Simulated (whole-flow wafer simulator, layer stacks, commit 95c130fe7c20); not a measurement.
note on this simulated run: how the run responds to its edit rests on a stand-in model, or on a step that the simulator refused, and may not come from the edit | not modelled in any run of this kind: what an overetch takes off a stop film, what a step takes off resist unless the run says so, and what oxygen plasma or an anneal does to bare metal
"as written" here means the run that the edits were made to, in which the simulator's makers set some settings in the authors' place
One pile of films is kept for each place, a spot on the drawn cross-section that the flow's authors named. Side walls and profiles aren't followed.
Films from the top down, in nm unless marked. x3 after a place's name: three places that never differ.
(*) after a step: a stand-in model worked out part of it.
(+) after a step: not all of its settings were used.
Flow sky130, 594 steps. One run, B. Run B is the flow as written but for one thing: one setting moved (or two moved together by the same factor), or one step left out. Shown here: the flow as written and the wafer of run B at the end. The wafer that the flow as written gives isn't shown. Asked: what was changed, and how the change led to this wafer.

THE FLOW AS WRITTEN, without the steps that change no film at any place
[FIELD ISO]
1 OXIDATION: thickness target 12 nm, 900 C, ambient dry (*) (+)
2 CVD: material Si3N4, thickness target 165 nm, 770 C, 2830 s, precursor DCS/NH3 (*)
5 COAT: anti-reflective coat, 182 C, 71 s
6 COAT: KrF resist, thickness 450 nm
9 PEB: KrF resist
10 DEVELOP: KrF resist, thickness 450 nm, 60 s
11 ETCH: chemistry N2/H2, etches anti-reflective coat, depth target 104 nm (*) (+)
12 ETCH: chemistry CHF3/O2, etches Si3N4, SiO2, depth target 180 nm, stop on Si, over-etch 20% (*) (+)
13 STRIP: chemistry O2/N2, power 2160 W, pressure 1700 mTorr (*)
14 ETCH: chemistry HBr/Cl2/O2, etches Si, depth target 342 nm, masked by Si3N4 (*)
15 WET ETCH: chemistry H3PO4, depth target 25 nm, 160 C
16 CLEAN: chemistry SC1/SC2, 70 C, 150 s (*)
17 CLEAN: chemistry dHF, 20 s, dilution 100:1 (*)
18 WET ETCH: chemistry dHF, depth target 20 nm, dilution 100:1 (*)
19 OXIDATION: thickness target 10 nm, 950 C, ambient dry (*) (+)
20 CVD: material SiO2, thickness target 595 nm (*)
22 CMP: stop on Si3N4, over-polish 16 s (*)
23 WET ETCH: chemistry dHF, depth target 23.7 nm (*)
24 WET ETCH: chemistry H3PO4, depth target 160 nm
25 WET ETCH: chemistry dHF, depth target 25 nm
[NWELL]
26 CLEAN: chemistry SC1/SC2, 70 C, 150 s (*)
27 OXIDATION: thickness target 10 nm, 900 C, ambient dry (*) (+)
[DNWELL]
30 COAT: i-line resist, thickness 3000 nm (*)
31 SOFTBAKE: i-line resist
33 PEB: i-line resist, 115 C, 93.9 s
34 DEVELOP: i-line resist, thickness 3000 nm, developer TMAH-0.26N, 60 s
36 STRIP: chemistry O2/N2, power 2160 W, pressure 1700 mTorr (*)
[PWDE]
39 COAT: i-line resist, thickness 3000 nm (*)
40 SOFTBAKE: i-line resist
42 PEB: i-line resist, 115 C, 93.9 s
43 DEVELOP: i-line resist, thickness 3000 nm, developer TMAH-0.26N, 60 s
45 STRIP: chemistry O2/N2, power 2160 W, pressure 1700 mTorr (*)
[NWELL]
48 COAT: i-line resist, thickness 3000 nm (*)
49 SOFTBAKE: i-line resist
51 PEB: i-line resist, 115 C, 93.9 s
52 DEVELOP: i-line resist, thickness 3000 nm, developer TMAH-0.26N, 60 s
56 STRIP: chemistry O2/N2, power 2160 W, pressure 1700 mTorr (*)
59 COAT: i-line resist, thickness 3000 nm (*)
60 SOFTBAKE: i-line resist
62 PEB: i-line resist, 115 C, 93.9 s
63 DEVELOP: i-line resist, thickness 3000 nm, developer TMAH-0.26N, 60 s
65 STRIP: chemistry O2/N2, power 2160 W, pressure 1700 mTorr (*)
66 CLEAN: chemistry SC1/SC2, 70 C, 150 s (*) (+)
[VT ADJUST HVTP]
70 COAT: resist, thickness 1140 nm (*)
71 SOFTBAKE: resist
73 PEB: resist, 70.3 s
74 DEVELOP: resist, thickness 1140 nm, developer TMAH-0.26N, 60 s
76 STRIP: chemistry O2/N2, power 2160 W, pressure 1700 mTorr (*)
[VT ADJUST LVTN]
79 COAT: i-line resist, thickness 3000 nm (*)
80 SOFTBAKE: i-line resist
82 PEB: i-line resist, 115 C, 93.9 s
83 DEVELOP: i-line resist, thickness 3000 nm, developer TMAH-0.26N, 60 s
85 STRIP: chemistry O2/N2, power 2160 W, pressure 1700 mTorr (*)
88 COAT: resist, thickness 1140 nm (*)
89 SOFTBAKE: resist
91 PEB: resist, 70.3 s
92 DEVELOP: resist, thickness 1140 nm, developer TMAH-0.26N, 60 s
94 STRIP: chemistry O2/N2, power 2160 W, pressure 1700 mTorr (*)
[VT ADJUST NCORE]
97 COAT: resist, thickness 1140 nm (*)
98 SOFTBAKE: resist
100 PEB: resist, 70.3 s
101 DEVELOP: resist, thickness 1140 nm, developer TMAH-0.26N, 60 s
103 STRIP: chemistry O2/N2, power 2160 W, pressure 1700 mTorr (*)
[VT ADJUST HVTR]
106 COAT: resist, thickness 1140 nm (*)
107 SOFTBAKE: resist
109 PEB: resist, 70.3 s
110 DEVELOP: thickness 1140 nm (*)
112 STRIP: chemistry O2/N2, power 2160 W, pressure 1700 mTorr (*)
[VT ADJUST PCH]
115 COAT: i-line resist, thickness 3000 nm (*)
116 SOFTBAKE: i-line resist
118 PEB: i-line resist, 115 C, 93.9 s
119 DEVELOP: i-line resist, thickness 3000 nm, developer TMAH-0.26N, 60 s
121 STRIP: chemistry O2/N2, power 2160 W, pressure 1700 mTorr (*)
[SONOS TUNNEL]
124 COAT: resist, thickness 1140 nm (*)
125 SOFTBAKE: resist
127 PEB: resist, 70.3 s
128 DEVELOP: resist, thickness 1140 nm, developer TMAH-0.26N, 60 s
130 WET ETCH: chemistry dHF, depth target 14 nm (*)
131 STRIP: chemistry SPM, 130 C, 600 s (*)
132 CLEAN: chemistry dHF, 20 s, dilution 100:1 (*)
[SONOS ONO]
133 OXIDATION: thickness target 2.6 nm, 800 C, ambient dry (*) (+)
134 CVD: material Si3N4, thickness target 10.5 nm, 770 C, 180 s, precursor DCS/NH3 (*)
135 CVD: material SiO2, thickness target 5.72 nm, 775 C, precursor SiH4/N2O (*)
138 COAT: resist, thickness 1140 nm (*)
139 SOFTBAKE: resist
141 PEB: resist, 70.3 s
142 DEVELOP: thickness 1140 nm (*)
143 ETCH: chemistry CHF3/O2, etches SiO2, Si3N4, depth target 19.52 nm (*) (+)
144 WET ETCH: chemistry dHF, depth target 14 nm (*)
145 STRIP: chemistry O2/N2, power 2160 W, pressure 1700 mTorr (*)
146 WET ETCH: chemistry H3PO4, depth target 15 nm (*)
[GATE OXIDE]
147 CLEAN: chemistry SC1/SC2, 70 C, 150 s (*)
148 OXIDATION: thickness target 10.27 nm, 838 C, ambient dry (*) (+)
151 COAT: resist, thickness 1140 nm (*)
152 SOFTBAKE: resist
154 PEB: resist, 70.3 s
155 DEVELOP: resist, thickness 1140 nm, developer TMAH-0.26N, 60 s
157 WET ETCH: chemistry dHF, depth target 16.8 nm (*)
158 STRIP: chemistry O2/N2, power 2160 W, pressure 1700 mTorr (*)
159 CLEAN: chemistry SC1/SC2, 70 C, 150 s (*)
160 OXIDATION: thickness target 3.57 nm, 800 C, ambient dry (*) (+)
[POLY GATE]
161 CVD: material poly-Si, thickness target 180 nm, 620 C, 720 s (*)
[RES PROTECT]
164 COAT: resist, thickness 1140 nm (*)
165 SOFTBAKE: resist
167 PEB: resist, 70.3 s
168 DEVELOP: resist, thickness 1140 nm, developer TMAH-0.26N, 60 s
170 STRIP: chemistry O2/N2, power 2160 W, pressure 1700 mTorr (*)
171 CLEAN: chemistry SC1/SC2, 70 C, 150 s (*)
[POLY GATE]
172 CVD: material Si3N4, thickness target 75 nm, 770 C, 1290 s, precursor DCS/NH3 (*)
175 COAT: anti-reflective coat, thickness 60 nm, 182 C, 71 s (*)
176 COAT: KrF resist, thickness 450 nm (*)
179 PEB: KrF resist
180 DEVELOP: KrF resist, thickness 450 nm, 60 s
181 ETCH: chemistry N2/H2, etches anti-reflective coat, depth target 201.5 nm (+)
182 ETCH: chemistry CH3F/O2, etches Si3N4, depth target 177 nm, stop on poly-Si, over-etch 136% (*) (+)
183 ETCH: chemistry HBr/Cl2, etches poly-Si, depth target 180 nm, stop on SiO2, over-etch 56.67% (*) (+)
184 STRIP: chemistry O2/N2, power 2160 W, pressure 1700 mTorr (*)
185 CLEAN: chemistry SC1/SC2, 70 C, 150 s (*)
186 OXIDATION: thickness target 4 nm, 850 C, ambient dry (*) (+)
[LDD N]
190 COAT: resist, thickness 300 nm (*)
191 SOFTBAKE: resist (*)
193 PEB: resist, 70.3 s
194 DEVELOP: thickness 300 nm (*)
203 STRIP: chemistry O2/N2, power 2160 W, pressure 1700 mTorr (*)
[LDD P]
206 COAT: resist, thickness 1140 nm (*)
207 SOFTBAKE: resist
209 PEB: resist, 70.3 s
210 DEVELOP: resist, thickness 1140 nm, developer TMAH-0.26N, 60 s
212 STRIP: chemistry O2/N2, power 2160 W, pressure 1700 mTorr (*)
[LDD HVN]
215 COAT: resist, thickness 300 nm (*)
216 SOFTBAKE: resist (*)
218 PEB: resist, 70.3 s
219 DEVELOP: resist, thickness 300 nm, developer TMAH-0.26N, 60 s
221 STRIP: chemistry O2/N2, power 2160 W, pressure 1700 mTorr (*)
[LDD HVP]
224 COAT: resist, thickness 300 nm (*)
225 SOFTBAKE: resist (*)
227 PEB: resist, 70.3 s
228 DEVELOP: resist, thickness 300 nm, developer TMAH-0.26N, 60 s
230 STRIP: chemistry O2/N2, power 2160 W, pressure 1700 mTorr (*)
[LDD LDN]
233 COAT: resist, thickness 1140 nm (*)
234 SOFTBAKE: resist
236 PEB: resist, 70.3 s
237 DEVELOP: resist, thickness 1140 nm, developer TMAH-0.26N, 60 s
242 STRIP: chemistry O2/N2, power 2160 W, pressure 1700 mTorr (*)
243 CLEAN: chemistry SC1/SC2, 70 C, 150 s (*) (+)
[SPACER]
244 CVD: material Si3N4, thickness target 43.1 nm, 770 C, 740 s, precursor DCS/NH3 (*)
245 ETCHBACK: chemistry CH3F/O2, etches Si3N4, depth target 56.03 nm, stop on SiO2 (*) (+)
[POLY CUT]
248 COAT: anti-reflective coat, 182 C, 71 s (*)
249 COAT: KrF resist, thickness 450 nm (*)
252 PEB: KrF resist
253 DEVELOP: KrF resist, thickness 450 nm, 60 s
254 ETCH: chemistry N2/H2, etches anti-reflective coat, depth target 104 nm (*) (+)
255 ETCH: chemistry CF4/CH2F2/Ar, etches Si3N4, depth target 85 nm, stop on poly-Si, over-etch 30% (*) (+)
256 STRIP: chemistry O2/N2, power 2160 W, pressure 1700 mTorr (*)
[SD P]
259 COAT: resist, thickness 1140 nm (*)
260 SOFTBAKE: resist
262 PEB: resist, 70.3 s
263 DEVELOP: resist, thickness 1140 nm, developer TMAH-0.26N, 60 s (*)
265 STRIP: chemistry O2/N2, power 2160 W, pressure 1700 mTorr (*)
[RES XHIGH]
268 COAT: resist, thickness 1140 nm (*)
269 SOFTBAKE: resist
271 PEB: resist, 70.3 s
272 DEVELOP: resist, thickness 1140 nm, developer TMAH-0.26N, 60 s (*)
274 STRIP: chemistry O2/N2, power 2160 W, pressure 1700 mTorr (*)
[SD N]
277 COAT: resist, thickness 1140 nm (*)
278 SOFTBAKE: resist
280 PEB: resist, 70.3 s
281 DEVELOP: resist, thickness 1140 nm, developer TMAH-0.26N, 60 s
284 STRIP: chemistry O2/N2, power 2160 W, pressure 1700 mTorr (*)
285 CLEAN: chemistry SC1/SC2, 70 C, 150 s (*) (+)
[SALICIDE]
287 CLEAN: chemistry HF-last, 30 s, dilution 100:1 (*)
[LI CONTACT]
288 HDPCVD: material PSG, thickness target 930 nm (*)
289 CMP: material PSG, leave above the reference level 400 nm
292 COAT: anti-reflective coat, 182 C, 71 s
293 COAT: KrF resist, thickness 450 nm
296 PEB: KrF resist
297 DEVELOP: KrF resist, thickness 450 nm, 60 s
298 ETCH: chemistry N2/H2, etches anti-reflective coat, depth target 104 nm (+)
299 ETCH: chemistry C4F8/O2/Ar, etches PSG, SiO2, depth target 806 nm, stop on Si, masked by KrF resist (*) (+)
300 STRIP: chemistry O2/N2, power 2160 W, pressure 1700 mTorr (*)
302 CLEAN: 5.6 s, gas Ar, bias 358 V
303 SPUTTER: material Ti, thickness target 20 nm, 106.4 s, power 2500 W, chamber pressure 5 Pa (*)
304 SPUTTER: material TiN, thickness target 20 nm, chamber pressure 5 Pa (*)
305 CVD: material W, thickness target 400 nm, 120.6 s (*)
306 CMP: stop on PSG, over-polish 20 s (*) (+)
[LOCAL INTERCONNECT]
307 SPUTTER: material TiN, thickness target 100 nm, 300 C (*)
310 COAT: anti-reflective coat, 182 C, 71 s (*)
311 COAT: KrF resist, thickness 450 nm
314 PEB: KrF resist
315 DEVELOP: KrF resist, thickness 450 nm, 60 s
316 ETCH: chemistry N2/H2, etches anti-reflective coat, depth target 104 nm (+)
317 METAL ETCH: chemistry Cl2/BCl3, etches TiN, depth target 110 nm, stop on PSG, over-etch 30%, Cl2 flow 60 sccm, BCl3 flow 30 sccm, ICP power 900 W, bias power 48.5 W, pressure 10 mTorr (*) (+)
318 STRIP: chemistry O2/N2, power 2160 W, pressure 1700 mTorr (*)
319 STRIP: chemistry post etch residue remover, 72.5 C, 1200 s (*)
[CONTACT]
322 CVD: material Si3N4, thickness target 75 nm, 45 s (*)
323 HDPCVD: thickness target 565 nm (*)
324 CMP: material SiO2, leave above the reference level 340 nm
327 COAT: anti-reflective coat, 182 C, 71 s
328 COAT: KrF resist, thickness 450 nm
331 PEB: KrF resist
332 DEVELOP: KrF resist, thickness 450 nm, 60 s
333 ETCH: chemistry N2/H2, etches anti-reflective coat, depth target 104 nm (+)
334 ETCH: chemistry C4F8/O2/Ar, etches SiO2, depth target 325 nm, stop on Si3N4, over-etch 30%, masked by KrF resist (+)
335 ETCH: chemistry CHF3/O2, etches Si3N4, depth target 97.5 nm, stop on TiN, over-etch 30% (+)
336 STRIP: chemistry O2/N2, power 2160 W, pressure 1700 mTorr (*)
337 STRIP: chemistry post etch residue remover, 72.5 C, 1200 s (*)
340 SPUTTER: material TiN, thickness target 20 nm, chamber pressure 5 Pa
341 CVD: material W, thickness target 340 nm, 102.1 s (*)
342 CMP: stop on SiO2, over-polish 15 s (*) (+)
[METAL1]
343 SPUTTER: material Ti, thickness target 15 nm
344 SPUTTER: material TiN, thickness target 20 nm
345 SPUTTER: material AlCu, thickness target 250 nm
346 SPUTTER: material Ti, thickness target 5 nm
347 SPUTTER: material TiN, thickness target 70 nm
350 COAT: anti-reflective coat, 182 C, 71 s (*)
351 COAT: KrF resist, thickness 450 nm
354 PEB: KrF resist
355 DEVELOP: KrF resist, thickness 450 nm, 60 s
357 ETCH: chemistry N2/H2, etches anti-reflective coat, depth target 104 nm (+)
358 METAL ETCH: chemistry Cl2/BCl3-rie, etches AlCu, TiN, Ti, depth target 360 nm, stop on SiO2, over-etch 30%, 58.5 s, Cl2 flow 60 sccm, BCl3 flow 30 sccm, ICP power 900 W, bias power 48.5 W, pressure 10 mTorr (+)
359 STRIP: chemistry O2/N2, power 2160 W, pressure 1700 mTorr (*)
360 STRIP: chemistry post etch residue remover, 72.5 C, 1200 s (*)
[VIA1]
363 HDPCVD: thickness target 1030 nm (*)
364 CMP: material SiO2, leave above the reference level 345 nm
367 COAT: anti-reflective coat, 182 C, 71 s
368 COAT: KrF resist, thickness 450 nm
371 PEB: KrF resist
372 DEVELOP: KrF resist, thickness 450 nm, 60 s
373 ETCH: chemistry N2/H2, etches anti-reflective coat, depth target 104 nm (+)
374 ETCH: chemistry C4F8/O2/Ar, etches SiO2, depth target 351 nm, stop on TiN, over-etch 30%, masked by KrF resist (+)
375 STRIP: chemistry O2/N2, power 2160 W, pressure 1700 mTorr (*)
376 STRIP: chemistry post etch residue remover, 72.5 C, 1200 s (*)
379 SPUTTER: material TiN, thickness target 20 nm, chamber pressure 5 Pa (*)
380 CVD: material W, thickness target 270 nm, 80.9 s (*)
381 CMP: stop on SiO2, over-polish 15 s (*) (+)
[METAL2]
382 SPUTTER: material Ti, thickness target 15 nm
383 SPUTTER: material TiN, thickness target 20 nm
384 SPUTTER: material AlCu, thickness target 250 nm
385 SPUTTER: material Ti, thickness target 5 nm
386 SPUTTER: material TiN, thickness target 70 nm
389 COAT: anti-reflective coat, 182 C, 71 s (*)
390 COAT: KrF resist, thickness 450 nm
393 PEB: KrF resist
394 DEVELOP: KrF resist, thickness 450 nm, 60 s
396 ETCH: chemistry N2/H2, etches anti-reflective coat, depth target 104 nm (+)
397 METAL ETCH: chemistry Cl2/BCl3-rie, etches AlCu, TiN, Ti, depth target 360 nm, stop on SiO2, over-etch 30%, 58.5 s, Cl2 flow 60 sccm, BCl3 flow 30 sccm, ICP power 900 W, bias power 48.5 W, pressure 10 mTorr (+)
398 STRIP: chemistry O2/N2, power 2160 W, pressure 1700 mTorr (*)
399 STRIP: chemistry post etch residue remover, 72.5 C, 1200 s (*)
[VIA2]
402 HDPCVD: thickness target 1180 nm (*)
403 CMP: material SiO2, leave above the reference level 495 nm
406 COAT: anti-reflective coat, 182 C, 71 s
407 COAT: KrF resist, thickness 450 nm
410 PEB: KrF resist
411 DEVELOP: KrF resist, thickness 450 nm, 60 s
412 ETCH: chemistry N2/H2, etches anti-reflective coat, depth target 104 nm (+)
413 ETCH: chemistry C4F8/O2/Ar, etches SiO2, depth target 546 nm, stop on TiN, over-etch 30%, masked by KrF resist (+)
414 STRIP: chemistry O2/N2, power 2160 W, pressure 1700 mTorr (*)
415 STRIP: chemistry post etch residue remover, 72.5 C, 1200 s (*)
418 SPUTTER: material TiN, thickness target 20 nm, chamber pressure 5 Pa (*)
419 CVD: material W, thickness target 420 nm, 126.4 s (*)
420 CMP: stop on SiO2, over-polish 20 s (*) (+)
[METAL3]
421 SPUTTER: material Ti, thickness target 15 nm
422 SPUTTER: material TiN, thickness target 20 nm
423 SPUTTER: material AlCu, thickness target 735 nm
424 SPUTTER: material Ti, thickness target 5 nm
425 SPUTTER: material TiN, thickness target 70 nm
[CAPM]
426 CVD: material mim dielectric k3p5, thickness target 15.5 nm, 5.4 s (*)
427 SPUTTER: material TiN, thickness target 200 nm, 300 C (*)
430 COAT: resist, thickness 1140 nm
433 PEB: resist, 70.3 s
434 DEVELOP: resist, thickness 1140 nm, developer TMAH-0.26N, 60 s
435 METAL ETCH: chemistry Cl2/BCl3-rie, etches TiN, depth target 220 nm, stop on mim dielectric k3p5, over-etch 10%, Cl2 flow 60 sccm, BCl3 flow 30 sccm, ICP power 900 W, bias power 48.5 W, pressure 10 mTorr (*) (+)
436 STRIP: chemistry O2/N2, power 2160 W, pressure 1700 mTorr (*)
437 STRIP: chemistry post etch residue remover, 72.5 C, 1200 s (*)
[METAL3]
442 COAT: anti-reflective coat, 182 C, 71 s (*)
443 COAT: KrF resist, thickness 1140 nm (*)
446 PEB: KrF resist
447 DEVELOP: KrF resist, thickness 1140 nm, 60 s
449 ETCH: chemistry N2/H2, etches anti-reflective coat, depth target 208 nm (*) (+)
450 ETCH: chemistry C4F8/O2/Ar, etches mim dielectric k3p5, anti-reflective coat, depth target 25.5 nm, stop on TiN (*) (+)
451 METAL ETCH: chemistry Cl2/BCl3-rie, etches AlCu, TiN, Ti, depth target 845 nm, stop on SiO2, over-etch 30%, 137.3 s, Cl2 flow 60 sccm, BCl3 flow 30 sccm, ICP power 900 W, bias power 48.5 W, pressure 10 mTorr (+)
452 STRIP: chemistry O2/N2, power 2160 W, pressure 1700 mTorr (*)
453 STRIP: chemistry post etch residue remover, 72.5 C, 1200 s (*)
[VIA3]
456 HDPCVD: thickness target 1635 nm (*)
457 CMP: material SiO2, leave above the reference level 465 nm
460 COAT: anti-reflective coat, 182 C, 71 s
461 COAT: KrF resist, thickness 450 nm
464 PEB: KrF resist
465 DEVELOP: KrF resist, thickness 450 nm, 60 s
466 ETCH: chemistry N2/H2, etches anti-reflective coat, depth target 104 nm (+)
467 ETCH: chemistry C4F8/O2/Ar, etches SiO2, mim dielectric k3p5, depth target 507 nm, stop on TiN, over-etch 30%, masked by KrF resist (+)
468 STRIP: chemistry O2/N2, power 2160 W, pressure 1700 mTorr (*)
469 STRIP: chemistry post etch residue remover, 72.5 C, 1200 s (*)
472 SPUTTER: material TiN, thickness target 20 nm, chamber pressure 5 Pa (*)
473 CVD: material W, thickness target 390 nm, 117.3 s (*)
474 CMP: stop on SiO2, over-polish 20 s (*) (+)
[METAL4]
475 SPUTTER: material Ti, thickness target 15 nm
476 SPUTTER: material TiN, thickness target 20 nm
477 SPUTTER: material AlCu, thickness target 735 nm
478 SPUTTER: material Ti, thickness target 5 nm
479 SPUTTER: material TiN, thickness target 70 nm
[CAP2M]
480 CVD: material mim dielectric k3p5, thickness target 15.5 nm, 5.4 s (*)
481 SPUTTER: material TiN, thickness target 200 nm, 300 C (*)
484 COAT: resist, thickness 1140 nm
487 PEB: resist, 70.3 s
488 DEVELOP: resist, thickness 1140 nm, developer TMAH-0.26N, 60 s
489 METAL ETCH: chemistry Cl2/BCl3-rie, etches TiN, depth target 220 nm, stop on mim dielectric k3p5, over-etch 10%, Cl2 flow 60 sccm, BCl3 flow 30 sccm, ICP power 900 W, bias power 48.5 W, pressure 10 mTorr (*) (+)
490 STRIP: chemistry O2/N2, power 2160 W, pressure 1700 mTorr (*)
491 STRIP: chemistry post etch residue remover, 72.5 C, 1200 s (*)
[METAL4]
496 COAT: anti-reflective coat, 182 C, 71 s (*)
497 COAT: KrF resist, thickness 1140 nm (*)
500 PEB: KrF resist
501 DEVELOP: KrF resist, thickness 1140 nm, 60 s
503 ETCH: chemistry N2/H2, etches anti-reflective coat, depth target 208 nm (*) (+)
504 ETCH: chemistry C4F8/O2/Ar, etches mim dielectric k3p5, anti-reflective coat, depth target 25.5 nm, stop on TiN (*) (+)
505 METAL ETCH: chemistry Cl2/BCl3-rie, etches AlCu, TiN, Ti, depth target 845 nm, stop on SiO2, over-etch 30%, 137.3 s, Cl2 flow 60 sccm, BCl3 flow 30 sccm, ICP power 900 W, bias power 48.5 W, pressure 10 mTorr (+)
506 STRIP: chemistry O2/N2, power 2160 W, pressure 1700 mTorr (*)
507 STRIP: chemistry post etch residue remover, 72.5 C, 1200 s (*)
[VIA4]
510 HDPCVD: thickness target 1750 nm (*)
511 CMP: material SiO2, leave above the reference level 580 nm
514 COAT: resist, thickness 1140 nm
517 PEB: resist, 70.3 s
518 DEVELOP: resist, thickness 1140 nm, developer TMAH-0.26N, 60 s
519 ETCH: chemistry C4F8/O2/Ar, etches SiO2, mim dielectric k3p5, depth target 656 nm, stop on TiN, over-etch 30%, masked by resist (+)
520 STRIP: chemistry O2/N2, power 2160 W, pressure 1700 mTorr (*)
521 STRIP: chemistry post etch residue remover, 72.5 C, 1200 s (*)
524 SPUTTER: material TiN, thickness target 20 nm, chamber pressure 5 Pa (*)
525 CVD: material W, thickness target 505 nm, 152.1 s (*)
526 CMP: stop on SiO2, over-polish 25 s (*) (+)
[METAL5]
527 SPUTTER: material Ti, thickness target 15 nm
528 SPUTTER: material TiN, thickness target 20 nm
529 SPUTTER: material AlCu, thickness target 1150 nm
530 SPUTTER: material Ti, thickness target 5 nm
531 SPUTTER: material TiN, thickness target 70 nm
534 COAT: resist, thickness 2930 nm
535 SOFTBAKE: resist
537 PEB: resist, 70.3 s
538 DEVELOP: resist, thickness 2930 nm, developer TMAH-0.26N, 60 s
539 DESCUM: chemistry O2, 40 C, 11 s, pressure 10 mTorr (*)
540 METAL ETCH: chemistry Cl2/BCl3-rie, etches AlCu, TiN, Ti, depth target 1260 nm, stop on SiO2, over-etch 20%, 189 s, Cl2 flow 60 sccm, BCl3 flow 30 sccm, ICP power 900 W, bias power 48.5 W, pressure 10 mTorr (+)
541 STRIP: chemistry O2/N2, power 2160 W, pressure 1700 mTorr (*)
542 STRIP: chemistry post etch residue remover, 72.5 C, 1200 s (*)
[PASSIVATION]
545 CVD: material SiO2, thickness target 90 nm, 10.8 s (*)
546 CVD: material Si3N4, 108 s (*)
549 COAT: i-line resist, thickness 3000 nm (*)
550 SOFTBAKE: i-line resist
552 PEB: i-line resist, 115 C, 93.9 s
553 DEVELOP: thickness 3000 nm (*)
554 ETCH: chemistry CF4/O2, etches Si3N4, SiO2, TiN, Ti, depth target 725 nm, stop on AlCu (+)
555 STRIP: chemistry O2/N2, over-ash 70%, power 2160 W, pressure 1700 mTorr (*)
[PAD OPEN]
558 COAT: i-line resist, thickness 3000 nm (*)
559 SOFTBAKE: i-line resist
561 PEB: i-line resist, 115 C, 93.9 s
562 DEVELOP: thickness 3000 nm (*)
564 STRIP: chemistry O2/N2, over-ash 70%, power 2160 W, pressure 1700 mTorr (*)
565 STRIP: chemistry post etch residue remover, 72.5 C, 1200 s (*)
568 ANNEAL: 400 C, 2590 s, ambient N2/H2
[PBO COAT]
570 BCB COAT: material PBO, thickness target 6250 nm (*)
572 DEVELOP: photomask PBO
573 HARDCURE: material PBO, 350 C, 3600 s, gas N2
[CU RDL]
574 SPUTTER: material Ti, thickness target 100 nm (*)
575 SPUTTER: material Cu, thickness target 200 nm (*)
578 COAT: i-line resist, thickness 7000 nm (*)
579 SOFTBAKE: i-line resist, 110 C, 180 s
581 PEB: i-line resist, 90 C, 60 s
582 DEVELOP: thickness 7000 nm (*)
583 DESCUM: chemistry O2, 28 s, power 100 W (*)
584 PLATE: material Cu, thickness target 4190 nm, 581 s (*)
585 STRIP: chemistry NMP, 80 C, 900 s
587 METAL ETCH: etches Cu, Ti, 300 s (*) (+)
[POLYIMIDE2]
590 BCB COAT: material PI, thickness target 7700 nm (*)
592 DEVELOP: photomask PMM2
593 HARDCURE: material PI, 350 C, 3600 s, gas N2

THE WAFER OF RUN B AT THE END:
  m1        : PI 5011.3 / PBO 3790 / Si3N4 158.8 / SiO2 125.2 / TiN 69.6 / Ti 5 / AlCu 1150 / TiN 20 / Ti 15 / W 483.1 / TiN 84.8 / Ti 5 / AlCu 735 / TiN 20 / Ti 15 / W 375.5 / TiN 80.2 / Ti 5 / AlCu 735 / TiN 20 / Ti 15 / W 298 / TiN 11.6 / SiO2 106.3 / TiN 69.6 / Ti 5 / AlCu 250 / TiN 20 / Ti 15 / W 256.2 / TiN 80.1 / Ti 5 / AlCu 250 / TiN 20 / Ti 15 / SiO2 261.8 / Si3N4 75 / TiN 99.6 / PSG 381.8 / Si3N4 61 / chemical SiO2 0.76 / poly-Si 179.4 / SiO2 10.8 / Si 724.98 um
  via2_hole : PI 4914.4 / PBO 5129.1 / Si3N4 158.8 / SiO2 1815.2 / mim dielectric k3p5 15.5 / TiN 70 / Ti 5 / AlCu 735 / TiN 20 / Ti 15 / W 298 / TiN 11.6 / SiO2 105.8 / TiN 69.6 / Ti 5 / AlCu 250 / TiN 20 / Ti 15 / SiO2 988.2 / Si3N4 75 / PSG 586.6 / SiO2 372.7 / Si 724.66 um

The cause: step 413, ETCH: depth target 314 nm was run, where the flow has depth target 546 nm.

How the change led to this, step by step:
  413 ETCH: chemistry C4F8/O2/Ar, etches SiO2, depth target 546 nm, stop on TiN, over-etch 30%, masked by KrF resist (+)
      m1: SiO2 -314 (as written it would be: SiO2 -420.3 (all of it))
      via2_hole: SiO2 -314 (as written it would be: SiO2 -419.8 (all of it))
      (and at 189 more places)
  414 STRIP: chemistry O2/N2, power 2160 W, pressure 1700 mTorr (*)
      field, active, n_well and 186 more: KrF resist -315 (all of it), anti-reflective coat -80 (all of it) (as written it would be: KrF resist -268.6 (all of it), anti-reflective coat -80 (all of it))
  418 SPUTTER: material TiN, thickness target 20 nm, chamber pressure 5 Pa (*)
      m1, via2_hole: TiN +11.6 (new film) (as written it would be: TiN +10.2)
  419 CVD: material W, thickness target 420 nm, 126.4 s (*)
      m1: W +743 (new film) (as written it would be: W +851.1 (new film))
      via2_hole: W +743 (new film) (as written it would be: W +850.7 (new film))
Counting metal films that touch as one body, m1 has 3 bodies (between them, from the top down: SiO2 106.3; SiO2 261.8 / Si3N4 75); the flow as written gives 2 bodies (between them, from the top down: SiO2 261.8 / Si3N4 75).
Counting metal films that touch as one body, via2_hole has 2 bodies (between them, from the top down: SiO2 105.8); the flow as written gives 1 body.
